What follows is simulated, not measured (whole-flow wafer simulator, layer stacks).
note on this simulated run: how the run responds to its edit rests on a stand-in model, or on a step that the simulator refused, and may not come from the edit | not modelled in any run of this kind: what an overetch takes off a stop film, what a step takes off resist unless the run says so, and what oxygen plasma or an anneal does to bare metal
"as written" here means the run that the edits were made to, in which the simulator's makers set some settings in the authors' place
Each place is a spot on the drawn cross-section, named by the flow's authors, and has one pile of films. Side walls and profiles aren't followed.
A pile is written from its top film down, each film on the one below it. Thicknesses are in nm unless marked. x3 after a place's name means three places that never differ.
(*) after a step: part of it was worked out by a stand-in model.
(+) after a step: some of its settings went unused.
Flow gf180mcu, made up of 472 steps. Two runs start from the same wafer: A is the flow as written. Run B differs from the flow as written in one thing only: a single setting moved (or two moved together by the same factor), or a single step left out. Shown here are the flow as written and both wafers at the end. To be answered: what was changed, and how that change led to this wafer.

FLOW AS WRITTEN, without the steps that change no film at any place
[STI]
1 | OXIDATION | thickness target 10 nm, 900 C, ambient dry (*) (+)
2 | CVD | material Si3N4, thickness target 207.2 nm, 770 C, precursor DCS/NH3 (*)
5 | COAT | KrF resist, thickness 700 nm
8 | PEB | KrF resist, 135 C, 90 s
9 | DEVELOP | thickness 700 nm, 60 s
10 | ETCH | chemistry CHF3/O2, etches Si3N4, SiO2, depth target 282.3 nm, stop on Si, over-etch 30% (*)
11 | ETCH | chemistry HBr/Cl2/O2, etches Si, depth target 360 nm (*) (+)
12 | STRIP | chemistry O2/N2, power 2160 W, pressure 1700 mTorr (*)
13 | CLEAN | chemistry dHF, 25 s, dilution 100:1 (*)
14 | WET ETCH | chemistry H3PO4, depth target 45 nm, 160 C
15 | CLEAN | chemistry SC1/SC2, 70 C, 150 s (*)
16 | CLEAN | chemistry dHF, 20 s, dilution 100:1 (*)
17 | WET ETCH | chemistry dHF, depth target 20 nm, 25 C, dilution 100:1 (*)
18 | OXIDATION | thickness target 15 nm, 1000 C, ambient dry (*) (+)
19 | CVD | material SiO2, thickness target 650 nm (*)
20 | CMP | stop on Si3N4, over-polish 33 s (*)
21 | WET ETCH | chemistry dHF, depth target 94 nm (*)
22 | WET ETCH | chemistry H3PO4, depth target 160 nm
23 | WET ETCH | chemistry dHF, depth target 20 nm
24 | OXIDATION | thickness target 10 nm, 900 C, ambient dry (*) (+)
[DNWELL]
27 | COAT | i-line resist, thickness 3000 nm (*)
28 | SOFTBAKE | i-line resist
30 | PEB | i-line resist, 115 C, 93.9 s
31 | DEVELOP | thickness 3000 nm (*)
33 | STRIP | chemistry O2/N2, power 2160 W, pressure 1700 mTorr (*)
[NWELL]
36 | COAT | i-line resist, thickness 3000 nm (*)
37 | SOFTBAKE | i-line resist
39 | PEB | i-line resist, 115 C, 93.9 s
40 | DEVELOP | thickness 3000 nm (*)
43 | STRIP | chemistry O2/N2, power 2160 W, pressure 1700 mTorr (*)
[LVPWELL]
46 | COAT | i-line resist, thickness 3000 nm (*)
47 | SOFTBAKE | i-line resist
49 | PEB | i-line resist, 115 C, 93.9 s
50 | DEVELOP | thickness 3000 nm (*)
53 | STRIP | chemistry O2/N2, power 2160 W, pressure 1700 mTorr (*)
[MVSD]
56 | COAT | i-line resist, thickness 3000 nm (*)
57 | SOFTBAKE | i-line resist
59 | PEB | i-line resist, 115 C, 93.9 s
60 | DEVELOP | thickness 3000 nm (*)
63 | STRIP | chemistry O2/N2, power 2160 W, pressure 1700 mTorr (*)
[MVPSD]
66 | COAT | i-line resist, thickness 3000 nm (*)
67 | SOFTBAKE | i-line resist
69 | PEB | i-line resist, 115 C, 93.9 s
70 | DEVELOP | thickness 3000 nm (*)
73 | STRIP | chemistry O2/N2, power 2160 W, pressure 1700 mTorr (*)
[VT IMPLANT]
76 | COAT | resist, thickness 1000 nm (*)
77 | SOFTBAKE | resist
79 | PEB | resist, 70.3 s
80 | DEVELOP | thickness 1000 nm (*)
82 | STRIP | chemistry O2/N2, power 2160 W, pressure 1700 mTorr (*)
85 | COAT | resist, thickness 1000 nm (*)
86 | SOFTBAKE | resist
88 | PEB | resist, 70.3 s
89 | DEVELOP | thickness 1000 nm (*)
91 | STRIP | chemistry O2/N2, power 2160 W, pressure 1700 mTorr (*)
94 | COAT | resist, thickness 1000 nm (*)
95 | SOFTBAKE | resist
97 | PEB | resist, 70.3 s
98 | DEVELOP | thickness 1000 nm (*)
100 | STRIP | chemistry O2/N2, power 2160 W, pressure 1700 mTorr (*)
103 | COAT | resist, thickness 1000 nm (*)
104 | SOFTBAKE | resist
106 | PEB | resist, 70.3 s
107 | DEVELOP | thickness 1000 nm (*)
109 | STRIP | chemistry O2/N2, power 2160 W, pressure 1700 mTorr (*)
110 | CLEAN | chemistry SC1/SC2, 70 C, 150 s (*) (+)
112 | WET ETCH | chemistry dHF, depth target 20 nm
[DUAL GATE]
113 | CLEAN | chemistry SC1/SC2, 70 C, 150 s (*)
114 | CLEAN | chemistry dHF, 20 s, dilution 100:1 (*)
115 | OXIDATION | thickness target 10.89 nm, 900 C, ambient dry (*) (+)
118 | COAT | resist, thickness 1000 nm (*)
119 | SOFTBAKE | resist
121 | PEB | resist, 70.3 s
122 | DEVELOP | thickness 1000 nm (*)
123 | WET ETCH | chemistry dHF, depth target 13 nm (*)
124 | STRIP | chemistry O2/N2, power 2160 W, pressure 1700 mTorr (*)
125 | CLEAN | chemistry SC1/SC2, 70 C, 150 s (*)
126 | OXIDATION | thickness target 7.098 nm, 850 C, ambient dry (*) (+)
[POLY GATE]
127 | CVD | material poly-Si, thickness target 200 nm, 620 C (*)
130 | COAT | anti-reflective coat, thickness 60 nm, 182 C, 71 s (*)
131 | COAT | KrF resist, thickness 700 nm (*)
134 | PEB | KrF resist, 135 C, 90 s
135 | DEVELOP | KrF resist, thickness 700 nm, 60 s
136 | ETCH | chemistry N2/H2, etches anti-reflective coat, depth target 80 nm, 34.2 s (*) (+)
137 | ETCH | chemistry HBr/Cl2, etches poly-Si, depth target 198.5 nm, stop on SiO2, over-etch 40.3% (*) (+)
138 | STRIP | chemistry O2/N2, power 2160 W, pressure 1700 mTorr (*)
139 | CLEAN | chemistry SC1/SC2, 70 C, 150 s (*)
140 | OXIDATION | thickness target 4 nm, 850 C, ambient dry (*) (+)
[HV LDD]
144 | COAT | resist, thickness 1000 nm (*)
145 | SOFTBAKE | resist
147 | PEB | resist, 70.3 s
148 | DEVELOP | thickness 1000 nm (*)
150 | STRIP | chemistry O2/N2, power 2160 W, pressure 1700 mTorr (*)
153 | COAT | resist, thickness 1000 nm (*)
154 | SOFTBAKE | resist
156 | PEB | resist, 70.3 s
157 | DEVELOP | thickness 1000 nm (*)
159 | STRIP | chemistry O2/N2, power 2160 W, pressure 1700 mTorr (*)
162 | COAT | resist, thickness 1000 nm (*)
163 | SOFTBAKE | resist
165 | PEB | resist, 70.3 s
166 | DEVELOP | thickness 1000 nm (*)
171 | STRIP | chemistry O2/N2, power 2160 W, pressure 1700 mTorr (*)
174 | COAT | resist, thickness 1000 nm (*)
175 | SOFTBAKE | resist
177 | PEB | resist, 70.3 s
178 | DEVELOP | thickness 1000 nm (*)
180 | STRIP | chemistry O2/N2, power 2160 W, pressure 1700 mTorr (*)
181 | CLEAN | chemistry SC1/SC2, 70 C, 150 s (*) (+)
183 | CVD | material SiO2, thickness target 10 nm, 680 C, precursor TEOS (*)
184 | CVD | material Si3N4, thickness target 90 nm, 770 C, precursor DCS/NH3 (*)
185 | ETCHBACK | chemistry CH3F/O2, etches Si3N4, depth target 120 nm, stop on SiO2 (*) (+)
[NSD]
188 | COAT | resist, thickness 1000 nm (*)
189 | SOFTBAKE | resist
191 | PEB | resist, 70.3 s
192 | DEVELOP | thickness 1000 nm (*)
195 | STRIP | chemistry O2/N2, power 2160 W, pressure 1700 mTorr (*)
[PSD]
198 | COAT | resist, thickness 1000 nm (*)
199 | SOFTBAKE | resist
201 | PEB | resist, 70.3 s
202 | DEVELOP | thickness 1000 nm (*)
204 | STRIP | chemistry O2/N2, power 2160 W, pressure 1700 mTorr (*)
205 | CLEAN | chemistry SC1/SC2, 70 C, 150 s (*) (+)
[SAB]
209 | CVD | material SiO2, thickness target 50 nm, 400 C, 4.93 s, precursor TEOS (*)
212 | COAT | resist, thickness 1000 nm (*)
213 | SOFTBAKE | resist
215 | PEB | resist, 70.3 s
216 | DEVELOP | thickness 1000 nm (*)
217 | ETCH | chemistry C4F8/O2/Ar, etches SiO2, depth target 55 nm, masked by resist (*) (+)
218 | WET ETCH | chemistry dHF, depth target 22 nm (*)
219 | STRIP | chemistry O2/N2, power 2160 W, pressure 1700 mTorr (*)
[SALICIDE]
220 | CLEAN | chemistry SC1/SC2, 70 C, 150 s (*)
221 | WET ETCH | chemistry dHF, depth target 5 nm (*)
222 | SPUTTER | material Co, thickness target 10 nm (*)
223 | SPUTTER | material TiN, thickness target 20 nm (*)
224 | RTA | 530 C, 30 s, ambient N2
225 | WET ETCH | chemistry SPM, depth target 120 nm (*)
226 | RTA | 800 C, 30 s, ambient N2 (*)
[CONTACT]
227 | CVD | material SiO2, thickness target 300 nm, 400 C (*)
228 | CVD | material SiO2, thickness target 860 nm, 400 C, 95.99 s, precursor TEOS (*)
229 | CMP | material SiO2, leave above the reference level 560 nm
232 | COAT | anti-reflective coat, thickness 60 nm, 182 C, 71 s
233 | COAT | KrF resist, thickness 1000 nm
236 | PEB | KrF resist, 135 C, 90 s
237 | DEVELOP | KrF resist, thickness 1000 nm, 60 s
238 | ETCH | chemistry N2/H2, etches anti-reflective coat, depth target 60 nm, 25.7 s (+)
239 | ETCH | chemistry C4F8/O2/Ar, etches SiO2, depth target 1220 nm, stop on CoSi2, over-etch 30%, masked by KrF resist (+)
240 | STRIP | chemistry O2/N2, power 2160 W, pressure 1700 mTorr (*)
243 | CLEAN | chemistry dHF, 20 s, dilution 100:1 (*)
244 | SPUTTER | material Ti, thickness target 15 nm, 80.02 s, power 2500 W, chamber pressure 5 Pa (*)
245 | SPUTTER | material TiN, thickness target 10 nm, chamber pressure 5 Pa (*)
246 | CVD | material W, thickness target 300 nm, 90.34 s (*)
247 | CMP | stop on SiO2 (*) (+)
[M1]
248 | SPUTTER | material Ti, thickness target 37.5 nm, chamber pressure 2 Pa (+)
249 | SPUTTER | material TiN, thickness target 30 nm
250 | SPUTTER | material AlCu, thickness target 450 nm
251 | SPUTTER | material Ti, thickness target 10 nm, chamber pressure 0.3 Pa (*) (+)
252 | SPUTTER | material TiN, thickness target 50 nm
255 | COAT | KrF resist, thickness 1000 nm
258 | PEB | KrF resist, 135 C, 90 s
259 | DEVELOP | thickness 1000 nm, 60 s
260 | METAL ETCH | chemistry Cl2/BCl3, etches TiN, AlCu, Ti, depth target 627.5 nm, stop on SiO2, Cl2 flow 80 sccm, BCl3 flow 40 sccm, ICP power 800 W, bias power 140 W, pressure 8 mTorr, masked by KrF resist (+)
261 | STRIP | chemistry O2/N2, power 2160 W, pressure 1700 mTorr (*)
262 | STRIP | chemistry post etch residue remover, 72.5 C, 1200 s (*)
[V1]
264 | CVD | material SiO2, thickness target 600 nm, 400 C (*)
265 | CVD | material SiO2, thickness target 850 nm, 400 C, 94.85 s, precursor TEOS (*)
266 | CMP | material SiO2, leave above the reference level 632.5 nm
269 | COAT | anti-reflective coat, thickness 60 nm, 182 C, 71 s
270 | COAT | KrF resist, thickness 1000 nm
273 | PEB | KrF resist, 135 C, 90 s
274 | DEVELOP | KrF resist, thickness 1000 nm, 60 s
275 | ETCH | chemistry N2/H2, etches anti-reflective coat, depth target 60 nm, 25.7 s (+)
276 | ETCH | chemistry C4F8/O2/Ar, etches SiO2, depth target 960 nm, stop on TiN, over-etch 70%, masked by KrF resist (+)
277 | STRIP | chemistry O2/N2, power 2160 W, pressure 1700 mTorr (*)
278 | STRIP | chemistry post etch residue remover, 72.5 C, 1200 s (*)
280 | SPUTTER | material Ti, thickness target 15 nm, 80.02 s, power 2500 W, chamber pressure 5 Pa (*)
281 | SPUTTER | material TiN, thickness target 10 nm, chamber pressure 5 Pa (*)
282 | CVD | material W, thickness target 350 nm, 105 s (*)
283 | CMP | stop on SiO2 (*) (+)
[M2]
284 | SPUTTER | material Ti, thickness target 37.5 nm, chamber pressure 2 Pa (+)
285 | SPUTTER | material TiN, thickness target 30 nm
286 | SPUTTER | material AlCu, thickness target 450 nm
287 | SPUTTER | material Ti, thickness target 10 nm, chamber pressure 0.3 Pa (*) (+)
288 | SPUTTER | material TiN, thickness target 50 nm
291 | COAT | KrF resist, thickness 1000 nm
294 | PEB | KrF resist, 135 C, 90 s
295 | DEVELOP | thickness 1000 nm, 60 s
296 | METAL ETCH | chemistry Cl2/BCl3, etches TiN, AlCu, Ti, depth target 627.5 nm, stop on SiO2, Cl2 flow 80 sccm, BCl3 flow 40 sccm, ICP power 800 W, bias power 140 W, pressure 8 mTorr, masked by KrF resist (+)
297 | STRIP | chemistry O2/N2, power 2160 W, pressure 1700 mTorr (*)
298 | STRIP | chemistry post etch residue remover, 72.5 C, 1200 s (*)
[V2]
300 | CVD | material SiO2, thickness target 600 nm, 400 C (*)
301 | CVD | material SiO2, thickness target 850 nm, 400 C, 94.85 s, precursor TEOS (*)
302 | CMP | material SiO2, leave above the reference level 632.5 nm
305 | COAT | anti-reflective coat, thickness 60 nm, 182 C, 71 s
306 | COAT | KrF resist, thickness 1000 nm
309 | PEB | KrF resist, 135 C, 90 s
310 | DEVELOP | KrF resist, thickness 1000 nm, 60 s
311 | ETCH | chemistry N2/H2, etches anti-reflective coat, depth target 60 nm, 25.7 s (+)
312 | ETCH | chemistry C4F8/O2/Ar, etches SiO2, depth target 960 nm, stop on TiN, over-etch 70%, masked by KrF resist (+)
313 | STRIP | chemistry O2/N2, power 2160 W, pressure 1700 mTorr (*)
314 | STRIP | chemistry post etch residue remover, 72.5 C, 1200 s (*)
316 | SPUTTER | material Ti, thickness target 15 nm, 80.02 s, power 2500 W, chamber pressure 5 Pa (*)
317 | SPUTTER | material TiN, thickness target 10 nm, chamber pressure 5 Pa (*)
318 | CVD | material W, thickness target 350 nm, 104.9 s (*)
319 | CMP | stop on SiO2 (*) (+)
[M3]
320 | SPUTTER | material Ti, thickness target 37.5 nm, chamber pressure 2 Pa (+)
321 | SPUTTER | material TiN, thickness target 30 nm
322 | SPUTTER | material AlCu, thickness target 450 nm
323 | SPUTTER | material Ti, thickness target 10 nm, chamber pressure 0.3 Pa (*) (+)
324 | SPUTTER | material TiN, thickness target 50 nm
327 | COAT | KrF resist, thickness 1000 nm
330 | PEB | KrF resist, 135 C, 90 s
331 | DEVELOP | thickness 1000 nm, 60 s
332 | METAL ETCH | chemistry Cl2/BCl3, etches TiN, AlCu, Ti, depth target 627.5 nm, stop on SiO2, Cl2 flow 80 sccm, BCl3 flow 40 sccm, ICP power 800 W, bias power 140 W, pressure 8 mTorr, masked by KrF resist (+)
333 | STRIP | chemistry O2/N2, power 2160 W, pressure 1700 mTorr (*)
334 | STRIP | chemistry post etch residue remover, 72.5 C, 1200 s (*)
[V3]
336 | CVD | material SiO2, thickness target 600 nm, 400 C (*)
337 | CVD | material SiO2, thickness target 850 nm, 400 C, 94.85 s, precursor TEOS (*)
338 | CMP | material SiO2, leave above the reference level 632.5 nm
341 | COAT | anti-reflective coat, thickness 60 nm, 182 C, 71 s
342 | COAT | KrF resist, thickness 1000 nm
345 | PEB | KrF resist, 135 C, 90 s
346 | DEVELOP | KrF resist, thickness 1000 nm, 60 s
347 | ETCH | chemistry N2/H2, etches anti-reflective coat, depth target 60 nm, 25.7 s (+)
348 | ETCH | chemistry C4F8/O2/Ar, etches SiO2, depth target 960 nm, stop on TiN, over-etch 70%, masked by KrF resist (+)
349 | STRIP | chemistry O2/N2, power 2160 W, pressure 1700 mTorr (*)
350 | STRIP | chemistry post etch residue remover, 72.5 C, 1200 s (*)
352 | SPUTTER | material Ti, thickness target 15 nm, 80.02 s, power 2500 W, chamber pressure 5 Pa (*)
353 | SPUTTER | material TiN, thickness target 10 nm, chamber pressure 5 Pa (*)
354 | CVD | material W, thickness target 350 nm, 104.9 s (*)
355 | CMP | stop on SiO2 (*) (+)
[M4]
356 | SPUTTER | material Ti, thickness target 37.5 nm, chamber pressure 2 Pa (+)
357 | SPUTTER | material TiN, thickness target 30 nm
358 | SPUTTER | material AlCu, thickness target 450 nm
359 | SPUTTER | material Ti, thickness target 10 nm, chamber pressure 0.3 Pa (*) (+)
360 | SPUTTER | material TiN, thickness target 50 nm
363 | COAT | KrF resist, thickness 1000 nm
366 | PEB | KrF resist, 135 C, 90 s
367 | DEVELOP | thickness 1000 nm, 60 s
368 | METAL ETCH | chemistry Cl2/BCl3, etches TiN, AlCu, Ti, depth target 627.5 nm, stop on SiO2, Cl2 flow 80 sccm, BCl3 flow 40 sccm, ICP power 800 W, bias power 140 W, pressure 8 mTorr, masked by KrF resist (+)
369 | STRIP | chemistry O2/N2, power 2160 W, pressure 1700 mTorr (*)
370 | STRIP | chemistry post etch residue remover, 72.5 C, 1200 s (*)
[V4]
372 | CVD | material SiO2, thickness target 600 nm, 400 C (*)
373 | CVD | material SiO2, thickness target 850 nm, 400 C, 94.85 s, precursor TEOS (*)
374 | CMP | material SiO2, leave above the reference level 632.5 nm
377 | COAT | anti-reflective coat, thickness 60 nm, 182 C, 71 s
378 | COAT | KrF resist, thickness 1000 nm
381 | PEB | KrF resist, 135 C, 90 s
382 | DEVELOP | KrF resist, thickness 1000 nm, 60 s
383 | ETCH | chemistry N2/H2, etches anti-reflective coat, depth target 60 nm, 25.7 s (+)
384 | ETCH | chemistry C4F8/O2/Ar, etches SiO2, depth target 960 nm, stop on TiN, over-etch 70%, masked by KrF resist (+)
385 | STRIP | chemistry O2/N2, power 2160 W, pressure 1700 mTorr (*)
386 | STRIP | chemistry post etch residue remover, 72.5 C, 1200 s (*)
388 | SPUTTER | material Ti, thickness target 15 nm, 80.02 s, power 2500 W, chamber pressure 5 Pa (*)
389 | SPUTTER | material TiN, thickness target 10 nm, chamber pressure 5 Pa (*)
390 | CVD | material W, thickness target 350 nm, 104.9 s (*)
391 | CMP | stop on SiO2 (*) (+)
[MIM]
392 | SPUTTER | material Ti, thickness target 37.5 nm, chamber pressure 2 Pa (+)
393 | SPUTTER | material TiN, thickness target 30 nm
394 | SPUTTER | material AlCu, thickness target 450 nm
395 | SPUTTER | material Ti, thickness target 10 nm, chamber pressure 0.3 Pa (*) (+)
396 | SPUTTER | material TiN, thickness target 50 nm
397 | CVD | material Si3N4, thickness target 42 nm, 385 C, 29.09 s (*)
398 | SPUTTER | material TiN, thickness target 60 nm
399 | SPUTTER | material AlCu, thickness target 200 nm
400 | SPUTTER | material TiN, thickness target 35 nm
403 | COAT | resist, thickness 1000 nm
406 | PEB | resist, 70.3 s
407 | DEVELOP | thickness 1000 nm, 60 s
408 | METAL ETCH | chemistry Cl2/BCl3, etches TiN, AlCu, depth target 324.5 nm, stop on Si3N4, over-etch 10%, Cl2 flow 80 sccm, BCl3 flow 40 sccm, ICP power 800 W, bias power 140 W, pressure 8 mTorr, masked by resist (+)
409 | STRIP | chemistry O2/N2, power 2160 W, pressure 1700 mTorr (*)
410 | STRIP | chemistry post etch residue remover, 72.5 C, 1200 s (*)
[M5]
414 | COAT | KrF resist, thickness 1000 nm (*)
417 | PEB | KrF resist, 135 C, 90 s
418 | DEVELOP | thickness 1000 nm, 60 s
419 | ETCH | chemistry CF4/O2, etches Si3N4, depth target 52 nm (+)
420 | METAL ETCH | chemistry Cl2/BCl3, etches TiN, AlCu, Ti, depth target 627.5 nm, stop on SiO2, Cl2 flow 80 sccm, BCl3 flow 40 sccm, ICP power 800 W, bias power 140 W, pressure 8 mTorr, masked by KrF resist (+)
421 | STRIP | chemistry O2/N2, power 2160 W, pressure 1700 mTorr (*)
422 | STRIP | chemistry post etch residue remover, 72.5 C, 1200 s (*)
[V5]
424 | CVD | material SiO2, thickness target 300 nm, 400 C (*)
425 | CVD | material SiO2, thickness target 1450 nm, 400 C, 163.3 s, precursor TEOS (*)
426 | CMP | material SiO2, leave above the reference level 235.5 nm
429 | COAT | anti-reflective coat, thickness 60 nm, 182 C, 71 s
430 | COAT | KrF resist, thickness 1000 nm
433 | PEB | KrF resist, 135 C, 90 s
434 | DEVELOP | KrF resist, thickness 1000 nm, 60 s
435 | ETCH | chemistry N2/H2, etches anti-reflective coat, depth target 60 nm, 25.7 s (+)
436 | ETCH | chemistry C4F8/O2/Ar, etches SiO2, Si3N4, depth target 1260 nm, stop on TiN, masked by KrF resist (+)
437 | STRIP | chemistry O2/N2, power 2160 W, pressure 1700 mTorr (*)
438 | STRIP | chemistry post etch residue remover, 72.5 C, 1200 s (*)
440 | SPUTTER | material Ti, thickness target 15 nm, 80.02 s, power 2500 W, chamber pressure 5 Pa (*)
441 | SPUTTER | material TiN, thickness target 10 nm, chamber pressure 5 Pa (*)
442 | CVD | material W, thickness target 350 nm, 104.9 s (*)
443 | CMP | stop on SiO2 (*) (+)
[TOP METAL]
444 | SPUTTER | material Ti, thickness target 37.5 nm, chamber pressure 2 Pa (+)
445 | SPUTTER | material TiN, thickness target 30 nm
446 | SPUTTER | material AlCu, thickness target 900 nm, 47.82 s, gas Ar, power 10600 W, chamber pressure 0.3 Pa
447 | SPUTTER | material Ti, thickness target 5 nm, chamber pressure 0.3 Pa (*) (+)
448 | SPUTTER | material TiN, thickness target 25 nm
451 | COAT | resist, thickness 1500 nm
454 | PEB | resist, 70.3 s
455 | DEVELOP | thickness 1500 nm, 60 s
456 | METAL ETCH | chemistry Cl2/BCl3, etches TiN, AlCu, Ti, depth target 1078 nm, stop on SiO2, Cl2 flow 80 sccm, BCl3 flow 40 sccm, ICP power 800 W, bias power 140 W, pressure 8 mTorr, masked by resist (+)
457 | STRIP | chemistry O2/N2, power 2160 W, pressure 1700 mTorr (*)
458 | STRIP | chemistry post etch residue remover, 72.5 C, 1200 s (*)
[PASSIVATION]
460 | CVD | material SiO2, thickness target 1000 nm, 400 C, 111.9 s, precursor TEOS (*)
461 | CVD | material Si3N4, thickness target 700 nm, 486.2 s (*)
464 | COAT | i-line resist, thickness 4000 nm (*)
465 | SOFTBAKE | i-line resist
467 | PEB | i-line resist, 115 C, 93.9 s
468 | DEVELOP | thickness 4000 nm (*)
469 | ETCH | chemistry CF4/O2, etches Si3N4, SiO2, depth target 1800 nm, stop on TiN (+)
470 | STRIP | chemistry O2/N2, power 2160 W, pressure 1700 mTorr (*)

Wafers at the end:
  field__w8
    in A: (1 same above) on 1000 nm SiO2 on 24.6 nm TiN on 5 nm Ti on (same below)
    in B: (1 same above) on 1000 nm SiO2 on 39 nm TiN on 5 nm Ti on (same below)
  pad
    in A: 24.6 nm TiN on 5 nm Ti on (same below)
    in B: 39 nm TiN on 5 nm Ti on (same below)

What caused this: step 448, SPUTTER: thickness target 39.4 nm was run, while the flow as written has thickness target 25 nm.

How this came from the change, step by step:
  448 | SPUTTER | material TiN, thickness target 25 nm
      field, field__w1, field__w2 and 109 more: A TiN gains 25 (new film) | B TiN gains 39.4 (new film)
  456 | METAL ETCH | chemistry Cl2/BCl3, etches TiN, AlCu, Ti, depth target 1078 nm, stop on SiO2, Cl2 flow 80 sccm, BCl3 flow 40 sccm, ICP power 800 W, bias power 140 W, pressure 8 mTorr, masked by resist (+)
      field, field__w1, field__w2 and 103 more: A TiN loses 25 (all of it), Ti loses 5 (all of it), AlCu loses 900 (all of it), TiN loses 30 (all of it), Ti loses 37.5 (all of it) | B TiN loses 39.4 (all of it), Ti loses 5 (all of it), AlCu loses 900 (all of it), TiN loses 30 (all of it), Ti loses 37.5 (all of it)
  465 | SOFTBAKE | i-line resist
      gate: A i-line resist gains 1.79 | B i-line resist loses 0.23
      ld_acc_p, ld_fp_p, ld_drift_p: A i-line resist gains 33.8 | B i-line resist gains 27.5
      (as well as at 59 more places)
